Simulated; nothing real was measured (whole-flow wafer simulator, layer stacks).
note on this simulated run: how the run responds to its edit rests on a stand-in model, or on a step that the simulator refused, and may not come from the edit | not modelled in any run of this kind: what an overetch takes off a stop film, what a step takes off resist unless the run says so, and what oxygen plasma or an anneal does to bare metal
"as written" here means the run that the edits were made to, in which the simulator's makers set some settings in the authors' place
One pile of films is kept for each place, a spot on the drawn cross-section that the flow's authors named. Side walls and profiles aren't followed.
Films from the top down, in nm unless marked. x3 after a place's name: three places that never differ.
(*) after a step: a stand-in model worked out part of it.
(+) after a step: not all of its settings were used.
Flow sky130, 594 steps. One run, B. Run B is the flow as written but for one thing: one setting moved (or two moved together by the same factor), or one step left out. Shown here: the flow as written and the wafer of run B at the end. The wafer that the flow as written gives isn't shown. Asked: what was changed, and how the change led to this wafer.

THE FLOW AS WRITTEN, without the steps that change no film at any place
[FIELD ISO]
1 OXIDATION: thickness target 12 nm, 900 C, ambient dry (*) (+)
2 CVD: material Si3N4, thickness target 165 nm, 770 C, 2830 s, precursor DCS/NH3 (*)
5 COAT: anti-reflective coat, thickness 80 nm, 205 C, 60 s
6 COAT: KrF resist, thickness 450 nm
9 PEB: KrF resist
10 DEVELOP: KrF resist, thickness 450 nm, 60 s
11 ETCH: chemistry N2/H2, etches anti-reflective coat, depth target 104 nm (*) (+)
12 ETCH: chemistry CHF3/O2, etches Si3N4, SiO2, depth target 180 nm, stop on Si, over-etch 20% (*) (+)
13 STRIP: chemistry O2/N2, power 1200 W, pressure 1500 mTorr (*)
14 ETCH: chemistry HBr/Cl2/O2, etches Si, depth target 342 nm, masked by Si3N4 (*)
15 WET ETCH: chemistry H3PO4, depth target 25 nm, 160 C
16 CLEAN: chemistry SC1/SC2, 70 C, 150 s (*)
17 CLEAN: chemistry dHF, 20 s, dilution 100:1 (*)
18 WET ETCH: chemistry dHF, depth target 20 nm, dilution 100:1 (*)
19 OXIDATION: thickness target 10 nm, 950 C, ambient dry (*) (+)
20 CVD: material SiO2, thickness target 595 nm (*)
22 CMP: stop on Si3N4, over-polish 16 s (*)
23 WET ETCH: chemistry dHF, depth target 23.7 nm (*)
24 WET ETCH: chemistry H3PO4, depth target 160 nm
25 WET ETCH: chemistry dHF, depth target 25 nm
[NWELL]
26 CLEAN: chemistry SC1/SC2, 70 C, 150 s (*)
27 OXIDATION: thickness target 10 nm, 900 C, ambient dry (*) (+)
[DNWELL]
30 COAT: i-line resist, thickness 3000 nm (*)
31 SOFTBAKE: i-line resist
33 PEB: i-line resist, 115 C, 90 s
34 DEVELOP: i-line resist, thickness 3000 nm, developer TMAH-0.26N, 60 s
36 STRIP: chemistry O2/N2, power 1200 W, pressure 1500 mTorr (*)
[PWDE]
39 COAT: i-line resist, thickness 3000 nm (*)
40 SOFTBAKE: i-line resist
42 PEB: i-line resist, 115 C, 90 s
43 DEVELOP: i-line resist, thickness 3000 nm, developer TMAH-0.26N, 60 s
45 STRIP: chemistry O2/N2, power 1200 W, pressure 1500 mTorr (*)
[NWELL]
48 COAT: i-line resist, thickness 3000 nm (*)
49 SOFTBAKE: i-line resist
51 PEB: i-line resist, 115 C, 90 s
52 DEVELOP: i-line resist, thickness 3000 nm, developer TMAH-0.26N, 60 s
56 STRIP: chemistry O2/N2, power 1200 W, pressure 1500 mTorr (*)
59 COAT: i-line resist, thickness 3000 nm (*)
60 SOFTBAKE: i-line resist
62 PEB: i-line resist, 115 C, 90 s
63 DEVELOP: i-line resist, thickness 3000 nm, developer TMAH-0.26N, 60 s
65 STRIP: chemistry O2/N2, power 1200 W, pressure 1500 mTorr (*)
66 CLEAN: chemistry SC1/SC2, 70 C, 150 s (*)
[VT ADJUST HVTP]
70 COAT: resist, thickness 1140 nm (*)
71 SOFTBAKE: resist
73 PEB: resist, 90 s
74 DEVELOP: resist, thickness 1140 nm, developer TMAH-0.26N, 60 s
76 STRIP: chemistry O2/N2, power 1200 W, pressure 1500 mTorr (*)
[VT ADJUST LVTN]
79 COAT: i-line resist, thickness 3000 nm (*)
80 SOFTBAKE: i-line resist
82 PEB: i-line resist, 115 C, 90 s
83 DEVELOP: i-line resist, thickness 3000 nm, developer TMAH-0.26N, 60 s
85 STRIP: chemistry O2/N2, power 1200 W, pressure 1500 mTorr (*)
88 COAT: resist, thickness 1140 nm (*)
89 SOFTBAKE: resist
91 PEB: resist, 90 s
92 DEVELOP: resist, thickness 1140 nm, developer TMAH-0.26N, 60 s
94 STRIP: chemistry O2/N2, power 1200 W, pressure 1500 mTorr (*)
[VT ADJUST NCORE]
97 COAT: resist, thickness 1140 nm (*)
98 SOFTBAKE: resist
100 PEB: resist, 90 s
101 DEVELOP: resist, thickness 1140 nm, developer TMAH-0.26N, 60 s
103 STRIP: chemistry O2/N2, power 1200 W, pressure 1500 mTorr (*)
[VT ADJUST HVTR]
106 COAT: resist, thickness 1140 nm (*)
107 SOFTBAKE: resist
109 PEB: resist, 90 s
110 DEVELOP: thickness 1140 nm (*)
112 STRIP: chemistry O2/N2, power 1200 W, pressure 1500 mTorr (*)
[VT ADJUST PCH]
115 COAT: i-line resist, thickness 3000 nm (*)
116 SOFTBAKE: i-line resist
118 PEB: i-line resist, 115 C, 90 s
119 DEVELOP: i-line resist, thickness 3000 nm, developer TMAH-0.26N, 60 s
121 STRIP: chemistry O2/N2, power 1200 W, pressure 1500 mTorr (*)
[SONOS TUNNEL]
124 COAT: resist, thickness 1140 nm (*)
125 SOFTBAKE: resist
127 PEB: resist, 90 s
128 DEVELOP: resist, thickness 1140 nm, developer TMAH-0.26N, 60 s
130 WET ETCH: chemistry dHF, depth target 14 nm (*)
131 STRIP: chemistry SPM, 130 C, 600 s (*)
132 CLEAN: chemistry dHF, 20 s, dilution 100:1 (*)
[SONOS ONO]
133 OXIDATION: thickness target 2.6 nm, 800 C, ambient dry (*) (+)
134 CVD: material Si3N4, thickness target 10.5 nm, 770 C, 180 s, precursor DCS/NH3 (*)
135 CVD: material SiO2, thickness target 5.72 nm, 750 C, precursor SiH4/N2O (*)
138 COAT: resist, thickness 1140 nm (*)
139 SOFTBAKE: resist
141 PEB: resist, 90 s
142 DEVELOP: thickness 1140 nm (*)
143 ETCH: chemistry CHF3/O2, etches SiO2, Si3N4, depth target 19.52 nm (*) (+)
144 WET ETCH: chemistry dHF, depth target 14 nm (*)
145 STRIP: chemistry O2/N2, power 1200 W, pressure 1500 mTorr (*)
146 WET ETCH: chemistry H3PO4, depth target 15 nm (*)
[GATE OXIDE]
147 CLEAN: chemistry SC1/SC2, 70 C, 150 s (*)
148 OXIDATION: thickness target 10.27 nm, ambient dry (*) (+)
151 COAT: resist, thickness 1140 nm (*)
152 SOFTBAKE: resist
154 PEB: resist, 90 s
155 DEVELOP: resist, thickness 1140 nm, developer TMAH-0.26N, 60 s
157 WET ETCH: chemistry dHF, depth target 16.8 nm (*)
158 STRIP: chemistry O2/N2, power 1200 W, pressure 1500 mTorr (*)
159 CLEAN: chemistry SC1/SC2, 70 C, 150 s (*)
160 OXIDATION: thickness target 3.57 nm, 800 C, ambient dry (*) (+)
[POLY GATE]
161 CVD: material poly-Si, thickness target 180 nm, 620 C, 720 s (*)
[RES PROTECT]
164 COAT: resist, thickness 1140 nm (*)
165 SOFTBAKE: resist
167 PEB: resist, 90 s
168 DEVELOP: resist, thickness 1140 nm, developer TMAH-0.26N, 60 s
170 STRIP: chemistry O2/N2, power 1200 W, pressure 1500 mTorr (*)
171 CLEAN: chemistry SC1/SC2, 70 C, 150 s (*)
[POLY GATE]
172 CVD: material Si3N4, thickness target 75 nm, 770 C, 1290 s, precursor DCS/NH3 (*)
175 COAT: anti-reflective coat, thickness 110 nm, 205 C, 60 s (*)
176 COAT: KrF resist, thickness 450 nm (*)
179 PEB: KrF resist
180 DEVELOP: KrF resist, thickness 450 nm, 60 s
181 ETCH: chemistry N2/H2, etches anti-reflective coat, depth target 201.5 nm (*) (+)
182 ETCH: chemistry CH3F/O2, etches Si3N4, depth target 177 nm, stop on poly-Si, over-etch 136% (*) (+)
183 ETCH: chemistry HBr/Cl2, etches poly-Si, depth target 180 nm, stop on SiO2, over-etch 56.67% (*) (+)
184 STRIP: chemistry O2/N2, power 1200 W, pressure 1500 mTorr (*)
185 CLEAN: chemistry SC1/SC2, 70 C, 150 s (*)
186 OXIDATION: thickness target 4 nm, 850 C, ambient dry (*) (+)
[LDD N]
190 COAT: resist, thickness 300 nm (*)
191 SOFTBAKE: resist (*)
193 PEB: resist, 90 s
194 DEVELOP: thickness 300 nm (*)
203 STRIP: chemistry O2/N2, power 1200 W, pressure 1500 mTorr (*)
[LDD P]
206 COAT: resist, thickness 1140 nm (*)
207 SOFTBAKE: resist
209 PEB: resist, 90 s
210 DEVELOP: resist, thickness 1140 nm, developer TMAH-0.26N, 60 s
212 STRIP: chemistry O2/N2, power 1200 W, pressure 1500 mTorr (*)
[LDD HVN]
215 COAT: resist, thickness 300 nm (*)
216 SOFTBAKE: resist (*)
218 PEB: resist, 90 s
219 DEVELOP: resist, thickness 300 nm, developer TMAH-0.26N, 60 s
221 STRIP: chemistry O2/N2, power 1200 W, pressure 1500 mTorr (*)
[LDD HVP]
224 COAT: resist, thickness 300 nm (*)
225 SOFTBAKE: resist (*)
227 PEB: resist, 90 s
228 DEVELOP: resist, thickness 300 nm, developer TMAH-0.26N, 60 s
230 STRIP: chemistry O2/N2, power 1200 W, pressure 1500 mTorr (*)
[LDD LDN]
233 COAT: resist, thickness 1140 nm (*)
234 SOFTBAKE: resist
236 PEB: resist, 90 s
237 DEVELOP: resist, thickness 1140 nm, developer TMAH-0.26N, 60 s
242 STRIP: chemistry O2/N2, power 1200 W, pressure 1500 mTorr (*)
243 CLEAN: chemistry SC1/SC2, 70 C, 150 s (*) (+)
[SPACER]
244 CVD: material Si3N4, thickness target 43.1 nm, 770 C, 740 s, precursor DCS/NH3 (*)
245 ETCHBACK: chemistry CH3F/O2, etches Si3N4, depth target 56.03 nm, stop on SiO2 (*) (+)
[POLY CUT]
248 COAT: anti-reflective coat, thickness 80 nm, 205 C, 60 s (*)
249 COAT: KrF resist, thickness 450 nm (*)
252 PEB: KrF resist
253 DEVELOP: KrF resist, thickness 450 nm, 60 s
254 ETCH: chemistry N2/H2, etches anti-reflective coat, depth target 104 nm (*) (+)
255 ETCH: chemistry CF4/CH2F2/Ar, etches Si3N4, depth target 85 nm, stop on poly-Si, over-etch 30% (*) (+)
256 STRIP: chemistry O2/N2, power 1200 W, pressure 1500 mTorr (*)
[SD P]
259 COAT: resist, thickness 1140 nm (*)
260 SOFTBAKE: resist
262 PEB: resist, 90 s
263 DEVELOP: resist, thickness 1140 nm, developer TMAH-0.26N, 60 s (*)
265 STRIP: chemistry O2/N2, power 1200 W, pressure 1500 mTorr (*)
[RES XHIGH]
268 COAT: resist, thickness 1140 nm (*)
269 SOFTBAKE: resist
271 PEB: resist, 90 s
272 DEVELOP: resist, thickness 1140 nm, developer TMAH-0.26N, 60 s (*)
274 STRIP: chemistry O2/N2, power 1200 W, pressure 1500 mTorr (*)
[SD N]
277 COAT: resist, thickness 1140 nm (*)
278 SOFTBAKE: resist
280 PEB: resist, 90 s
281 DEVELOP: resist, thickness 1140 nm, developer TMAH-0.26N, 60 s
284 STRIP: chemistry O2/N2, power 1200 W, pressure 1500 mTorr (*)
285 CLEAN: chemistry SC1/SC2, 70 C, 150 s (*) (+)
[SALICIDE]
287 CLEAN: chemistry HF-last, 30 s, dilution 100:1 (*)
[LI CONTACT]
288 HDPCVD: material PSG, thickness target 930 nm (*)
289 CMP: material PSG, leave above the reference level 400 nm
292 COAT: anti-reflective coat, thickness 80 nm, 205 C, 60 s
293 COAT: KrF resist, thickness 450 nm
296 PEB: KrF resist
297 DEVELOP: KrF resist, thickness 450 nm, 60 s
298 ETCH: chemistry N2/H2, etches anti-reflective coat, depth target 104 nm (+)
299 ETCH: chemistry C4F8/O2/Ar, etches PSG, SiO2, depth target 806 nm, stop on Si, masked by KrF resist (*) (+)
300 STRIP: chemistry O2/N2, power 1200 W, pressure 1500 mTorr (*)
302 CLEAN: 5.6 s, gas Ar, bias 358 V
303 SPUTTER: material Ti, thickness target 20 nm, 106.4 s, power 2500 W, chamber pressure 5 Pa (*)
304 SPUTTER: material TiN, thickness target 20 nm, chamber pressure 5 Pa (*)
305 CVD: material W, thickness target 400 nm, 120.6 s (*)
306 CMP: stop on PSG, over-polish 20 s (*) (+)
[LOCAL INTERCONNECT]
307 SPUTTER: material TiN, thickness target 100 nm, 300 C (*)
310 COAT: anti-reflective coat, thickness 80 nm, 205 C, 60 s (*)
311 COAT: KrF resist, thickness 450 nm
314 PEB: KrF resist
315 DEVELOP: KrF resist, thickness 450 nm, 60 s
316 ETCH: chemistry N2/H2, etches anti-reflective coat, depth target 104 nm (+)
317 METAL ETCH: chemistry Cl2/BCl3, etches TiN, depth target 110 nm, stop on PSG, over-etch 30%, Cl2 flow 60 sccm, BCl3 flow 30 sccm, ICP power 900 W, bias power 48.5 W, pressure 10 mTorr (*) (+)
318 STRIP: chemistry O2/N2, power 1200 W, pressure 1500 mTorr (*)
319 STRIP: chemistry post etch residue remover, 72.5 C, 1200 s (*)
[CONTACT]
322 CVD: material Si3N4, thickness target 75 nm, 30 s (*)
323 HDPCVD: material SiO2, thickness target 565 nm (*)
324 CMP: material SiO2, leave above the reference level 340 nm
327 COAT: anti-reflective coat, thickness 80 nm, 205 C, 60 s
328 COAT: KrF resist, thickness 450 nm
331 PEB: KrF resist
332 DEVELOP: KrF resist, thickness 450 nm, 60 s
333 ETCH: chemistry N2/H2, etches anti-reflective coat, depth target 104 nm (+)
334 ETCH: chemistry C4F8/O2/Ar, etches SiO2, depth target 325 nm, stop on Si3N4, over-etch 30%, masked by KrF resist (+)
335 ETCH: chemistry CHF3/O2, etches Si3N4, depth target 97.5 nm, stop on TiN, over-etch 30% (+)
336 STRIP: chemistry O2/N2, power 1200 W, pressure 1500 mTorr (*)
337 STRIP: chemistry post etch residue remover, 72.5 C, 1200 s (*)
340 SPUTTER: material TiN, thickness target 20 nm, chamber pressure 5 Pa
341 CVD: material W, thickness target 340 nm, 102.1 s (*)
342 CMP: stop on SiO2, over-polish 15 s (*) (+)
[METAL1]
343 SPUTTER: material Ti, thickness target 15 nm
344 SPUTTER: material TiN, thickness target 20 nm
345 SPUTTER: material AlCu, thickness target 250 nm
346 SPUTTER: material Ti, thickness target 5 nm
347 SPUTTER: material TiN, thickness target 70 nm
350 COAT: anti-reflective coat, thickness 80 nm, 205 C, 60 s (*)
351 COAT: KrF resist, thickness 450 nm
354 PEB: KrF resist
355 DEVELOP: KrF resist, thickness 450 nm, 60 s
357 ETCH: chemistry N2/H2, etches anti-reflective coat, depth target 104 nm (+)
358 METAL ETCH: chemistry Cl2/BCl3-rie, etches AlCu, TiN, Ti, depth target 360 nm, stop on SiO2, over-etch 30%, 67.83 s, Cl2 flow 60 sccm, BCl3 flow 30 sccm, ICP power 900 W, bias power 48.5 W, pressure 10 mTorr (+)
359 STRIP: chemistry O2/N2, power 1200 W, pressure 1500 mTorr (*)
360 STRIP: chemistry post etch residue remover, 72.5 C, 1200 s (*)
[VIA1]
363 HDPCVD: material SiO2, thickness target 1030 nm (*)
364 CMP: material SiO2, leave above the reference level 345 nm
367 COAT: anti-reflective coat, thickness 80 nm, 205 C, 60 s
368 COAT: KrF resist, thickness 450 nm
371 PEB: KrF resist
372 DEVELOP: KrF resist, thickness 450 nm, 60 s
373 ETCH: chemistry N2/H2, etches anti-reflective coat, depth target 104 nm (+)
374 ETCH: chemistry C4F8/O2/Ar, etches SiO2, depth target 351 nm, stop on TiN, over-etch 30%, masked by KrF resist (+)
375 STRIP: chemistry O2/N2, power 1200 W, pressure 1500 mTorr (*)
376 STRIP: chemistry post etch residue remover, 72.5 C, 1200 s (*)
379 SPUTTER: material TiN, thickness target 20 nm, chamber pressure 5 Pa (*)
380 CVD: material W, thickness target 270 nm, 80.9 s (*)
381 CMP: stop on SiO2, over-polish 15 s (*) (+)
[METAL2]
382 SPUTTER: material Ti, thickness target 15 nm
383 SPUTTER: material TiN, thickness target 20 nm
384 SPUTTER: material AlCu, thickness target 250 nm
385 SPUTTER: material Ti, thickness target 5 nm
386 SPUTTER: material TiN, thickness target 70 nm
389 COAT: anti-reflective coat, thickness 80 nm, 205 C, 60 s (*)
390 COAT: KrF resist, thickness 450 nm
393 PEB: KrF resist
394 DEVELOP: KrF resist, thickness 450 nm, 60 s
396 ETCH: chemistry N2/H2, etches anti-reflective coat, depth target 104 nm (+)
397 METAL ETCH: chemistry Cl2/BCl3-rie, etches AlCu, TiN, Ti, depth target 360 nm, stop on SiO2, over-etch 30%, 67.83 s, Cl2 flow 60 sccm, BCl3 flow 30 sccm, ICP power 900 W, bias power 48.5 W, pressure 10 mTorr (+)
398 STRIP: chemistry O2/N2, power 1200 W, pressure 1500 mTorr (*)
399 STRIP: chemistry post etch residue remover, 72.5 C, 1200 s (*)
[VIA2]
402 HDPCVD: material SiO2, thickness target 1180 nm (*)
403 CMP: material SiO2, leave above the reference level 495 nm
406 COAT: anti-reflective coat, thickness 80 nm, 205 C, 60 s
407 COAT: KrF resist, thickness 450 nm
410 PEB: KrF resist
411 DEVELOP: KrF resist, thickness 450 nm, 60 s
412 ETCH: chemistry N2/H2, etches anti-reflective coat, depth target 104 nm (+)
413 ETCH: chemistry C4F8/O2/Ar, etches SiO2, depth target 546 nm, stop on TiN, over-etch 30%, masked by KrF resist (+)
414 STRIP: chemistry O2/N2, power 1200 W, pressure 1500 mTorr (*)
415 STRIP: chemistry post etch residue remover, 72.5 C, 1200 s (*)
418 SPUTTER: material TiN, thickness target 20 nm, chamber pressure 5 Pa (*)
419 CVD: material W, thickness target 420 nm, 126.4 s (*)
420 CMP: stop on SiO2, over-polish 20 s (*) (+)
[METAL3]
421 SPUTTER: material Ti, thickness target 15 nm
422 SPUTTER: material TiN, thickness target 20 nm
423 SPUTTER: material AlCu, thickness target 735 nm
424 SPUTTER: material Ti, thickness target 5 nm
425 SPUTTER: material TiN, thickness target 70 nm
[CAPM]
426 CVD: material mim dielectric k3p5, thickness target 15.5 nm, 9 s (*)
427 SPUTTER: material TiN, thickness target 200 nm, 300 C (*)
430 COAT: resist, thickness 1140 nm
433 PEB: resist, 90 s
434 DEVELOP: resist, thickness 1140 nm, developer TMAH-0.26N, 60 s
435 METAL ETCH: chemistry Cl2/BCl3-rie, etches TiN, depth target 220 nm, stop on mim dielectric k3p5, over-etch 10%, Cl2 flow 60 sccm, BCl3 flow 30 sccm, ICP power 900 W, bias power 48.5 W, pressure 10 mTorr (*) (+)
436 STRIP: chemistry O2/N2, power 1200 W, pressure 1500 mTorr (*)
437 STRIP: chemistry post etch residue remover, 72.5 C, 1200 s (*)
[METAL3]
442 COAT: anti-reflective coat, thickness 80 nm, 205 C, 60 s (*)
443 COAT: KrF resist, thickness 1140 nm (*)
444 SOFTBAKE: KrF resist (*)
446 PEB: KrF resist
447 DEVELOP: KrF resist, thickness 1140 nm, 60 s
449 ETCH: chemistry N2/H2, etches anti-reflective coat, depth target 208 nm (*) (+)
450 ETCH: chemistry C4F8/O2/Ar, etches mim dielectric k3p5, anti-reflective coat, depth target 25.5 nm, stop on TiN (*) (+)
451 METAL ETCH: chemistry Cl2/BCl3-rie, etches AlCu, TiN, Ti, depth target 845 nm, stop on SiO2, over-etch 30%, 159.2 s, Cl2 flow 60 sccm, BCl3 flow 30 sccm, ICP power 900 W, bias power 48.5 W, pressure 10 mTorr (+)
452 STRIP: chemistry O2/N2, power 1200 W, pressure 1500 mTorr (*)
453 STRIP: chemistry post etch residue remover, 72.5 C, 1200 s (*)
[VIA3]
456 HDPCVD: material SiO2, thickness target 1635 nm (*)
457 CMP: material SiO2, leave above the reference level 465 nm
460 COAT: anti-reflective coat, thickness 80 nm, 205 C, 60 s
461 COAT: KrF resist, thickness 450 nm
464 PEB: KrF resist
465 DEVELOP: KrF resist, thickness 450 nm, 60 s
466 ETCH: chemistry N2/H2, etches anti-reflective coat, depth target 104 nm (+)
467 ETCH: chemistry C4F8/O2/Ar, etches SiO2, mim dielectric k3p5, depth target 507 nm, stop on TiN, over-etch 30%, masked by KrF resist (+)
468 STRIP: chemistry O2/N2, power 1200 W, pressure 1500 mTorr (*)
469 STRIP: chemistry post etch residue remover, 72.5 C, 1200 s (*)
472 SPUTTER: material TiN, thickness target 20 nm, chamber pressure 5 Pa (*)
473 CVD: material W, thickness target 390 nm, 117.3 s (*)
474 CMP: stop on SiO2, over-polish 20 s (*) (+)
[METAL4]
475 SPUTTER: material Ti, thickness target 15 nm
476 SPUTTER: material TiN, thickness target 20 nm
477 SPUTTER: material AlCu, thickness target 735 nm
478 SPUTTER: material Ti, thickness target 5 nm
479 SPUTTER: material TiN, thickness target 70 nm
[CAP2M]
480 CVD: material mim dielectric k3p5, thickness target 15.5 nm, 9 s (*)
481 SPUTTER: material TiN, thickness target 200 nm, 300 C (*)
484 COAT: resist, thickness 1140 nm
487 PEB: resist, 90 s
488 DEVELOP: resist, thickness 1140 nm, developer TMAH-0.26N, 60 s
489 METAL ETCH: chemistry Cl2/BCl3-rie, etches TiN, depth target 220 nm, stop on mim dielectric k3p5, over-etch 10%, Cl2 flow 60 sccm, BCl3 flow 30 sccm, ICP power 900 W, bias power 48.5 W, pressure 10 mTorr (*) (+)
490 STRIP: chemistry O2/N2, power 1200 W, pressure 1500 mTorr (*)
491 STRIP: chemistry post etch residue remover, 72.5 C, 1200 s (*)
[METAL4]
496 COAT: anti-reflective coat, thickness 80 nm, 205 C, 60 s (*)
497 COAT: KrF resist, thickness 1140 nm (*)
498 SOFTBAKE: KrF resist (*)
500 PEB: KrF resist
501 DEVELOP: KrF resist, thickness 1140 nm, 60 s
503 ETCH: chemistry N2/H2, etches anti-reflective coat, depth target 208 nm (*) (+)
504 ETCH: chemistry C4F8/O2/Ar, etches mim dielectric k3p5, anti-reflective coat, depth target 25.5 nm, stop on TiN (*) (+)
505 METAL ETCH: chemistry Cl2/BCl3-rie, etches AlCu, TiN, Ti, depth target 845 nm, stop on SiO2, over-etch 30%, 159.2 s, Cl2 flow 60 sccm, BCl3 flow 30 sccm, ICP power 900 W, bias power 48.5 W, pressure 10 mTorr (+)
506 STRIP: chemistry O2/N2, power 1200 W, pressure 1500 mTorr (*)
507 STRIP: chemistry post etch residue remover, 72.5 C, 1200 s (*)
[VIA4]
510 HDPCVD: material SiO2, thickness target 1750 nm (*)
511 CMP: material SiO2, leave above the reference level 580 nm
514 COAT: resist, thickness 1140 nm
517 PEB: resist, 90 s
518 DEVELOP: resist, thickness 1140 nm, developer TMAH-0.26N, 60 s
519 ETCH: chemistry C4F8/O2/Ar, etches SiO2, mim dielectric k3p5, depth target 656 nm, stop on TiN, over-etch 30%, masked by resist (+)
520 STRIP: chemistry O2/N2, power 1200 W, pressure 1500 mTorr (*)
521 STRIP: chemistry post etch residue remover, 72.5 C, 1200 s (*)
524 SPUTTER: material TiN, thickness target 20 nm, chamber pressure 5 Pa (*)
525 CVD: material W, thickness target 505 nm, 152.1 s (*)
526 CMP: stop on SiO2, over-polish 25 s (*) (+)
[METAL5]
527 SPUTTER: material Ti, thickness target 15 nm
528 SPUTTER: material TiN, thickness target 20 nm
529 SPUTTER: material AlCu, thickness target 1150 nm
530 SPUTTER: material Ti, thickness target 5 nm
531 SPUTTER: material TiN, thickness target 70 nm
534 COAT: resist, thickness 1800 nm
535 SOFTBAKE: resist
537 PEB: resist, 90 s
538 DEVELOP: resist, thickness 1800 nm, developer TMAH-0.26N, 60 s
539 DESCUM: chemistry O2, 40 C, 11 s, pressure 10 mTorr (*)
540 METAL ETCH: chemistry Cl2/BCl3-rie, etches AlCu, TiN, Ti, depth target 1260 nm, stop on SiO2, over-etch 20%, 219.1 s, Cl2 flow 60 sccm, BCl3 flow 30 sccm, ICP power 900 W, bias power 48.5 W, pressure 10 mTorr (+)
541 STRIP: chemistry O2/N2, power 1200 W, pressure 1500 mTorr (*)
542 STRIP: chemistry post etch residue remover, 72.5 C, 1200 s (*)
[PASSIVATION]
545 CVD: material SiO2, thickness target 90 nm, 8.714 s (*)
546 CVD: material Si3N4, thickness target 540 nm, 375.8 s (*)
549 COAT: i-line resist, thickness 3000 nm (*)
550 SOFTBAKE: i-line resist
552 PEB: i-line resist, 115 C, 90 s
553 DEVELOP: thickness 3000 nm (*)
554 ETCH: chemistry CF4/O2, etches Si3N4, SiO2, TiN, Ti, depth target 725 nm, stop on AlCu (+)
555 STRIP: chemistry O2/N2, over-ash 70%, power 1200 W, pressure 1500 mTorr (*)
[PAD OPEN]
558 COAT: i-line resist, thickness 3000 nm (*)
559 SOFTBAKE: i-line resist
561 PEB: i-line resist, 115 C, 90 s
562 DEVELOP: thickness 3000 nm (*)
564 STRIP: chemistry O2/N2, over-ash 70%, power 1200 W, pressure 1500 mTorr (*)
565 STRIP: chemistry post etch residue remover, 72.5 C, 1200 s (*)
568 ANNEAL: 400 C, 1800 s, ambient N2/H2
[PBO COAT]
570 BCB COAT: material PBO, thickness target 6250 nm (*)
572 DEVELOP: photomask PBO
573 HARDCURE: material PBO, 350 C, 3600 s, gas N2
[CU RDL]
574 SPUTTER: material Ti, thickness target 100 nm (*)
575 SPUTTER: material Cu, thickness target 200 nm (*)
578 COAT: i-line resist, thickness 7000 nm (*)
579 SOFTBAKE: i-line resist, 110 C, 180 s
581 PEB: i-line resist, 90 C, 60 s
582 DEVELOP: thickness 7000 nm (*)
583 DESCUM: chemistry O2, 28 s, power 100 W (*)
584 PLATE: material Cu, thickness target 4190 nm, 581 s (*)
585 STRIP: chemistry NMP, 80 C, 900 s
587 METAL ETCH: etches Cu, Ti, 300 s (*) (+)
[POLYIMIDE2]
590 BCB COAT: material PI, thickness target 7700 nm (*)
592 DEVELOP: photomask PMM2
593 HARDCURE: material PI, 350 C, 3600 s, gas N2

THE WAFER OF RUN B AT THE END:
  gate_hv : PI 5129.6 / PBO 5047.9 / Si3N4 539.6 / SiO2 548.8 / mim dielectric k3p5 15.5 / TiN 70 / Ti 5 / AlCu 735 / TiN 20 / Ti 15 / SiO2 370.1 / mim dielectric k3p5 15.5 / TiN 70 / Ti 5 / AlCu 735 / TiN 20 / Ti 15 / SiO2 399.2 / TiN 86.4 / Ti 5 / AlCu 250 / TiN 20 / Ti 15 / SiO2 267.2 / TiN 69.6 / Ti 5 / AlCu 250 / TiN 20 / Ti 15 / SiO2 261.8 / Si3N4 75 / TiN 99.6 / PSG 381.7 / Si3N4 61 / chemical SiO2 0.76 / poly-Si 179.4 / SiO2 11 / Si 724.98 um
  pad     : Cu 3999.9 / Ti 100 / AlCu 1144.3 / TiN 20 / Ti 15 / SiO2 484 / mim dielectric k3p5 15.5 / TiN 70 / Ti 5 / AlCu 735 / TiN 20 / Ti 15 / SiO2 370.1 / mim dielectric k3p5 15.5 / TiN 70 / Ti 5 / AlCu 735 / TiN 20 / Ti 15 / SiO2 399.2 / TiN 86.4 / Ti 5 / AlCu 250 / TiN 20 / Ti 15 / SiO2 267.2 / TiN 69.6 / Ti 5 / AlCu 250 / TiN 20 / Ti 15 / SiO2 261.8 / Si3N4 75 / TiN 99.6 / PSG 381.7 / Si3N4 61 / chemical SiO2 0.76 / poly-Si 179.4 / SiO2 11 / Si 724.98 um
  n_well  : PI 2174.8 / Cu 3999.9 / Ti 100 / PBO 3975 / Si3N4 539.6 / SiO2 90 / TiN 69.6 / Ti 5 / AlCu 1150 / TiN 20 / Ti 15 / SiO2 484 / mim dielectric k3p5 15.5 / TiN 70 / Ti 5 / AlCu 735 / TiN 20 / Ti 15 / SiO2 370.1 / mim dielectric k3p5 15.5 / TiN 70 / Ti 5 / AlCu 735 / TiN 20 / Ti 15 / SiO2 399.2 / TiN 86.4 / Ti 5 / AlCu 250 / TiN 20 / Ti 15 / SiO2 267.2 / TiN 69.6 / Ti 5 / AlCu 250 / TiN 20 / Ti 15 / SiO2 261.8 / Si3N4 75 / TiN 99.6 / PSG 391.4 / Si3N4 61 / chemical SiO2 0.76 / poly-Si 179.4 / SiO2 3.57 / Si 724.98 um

The cause: step 386, SPUTTER: thickness target 86.8 nm was run, where the flow has thickness target 70 nm.

How the change led to this, step by step:
  386 SPUTTER: material TiN, thickness target 70 nm
      field, active, n_well and 188 more: TiN +86.8 (new film) (as written it would be: TiN +70 (new film))
  397 METAL ETCH: chemistry Cl2/BCl3-rie, etches AlCu, TiN, Ti, depth target 360 nm, stop on SiO2, over-etch 30%, 67.83 s, Cl2 flow 60 sccm, BCl3 flow 30 sccm, ICP power 900 W, bias power 48.5 W, pressure 10 mTorr (+)
      field, active, gate and 82 more: TiN -85.5 (all of it), Ti -5 (all of it), AlCu -250 (all of it), TiN -20 (all of it), Ti -15 (all of it), SiO2 -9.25 (as written it would be: TiN -68.7 (all of it), Ti -5 (all of it), AlCu -250 (all of it), TiN -20 (all of it), Ti -15 (all of it), SiO2 -10.9)
  403 CMP: material SiO2, leave above the reference level 495 nm
      n_well, p_well, gate_hv and 101 more: SiO2 -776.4 (as written it would be: SiO2 -759.6)
      m1, via1_hole: SiO2 -775.9 (as written it would be: SiO2 -759.1)
  413 ETCH: chemistry C4F8/O2/Ar, etches SiO2, depth target 546 nm, stop on TiN, over-etch 30%, masked by KrF resist (+)
      field, active, n_well and 186 more: KrF resist -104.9 (as written it would be: KrF resist -109.2)
      m1: SiO2 -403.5 (all of it) (as written it would be: SiO2 -420.3 (all of it))
      (and at 1 more place)
